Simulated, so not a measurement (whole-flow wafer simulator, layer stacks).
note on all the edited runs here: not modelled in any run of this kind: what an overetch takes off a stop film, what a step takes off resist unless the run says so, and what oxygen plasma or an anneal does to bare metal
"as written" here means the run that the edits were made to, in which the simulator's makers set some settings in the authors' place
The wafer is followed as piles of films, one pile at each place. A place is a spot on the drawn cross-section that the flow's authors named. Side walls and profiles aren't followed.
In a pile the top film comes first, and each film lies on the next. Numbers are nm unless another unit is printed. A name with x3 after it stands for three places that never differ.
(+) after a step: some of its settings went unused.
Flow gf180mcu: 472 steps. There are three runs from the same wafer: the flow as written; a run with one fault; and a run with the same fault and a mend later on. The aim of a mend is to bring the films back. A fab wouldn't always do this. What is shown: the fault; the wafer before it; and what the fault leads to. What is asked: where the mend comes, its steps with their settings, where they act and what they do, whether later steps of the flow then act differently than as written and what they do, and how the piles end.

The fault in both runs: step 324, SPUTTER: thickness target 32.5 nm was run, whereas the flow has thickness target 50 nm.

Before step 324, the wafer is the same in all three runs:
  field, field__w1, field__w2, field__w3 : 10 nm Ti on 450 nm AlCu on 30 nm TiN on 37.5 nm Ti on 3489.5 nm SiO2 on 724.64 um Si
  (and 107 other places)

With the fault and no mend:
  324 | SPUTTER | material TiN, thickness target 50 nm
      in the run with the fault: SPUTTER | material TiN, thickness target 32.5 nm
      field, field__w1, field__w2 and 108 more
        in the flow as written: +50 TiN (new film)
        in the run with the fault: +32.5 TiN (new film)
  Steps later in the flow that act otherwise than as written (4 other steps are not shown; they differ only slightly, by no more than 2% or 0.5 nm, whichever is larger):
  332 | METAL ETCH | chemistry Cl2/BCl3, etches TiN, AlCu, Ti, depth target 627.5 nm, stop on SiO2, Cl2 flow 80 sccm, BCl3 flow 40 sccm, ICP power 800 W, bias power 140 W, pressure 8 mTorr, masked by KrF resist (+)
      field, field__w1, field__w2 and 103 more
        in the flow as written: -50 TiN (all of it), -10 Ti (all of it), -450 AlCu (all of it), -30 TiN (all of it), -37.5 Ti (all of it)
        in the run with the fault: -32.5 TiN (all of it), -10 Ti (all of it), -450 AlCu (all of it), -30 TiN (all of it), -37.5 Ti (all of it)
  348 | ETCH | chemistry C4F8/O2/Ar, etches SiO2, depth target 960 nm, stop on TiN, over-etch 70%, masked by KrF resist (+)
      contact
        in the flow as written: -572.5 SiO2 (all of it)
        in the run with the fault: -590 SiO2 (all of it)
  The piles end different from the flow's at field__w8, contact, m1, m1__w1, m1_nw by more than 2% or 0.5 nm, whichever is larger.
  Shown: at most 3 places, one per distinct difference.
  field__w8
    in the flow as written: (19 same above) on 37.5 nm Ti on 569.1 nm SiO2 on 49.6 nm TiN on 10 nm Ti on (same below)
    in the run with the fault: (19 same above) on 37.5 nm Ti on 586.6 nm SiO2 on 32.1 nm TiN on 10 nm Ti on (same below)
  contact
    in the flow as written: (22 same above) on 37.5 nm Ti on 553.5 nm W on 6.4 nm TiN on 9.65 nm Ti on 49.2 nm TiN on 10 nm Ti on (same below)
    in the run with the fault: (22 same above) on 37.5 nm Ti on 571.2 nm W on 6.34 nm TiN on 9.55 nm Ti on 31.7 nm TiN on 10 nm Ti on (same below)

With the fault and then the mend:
  The mend stands after step 324.
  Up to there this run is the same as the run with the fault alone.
  324a | SPUTTER | material TiN, thickness target 17.5 nm (the flow's step 324 again, with other settings)
      field, field__w1, field__w2 and 108 more
        +17.5 TiN
  Later steps of the flow that are run all act as written at every place that is followed.
  The piles end the same as the flow's at every place that both follow.
